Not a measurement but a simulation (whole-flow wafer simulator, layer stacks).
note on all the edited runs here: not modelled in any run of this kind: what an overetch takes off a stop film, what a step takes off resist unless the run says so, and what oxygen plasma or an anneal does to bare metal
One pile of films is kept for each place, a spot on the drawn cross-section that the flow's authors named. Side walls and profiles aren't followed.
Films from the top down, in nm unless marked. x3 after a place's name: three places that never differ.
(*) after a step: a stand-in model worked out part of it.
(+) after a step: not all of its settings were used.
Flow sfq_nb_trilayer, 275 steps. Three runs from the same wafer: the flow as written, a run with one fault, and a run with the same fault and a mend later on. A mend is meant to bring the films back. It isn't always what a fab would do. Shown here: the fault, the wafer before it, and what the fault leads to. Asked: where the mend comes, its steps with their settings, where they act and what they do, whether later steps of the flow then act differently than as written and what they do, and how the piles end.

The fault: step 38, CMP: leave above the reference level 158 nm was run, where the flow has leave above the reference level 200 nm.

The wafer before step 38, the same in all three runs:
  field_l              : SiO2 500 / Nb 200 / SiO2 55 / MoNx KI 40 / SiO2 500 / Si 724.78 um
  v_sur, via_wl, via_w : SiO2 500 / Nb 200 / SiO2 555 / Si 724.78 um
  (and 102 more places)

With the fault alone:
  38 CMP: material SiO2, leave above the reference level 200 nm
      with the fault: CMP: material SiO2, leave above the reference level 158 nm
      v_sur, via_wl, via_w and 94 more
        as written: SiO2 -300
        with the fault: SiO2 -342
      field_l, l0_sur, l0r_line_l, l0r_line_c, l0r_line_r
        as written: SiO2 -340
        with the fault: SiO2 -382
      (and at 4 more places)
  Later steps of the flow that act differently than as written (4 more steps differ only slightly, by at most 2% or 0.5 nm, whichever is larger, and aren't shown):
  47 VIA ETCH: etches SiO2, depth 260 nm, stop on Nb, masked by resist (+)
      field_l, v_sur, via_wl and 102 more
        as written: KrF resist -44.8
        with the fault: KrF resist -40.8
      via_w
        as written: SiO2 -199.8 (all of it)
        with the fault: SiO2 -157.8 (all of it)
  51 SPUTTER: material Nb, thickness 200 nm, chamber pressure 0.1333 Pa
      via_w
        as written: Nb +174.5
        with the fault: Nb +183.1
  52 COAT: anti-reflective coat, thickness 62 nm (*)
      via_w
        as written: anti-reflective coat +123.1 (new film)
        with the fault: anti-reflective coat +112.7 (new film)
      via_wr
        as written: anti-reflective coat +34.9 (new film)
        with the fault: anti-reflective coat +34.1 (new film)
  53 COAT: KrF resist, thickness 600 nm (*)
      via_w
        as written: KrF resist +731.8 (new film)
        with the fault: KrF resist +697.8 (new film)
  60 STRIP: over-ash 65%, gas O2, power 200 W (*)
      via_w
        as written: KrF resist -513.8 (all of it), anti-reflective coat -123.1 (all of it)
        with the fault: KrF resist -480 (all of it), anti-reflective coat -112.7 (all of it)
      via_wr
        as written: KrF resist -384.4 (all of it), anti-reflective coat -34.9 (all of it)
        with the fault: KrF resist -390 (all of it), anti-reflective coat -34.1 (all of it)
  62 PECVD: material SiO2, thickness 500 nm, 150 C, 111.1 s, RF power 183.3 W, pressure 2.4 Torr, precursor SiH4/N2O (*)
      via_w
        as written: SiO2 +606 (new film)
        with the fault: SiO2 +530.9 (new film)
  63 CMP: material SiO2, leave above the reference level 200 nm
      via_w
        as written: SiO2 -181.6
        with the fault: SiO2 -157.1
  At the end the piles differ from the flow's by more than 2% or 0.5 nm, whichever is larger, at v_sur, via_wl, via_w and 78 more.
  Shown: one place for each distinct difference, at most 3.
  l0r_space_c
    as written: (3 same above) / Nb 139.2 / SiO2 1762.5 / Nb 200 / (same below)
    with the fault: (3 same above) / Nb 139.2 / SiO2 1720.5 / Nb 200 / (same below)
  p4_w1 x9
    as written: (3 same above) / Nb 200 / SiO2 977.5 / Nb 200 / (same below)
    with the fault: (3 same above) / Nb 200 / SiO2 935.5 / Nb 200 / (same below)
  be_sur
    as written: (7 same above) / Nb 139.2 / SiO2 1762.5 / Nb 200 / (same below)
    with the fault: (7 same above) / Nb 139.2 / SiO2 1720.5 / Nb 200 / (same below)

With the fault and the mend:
  The mend comes after step 45.
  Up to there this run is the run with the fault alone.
  45a STRIP: over-ash 65%, gas O2, power 200 W (*)
      field_l, v_sur, via_wl and 102 more
        KrF resist -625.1 (all of it), anti-reflective coat -62 (all of it)
      via_w
        anti-reflective coat -62 (all of it)
  45b PECVD: material SiO2, thickness 42 nm, 150 C, 9.333 s, RF power 183.3 W, pressure 2.4 Torr, precursor SiH4/N2O (the flow's step 37 once more, with other settings)
      field_l, v_sur, via_wl and 103 more
        SiO2 +42
  45c COAT: anti-reflective coat, thickness 62 nm (the flow's step 40 once more)
      field_l, v_sur, via_wl and 103 more
        anti-reflective coat +62 (new film)
  45d COAT: KrF resist, thickness 650 nm (the flow's step 41 once more)
      field_l, v_sur, via_wl and 103 more
        KrF resist +650 (new film)
  45e SOFTBAKE: KrF resist (the flow's step 42 once more)
      changes no film at any place that is followed
  45f EXPOSE: photomask I0, dose 11.91 mJ/cm2, NA 0.6, wavelength 248 nm (*) (the flow's step 43 once more)
      changes no film at any place that is followed
  45g PEB: KrF resist, 90 s (the flow's step 44 once more)
      field_l, v_sur, via_wl and 103 more
        KrF resist -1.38
  45h DEVELOP: KrF resist, thickness 650 nm, 60 s (the flow's step 45 once more)
      field_l, v_sur, via_wl and 102 more
        KrF resist -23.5
      via_w
        KrF resist -648.6 (all of it)
  No later step of the flow acts differently than as written, at any place that is followed, by more than 2% or 0.5 nm, whichever is larger.
  At the end the piles differ from the flow's only slightly at the places that both follow, by at most 2% or 0.5 nm, whichever is larger.
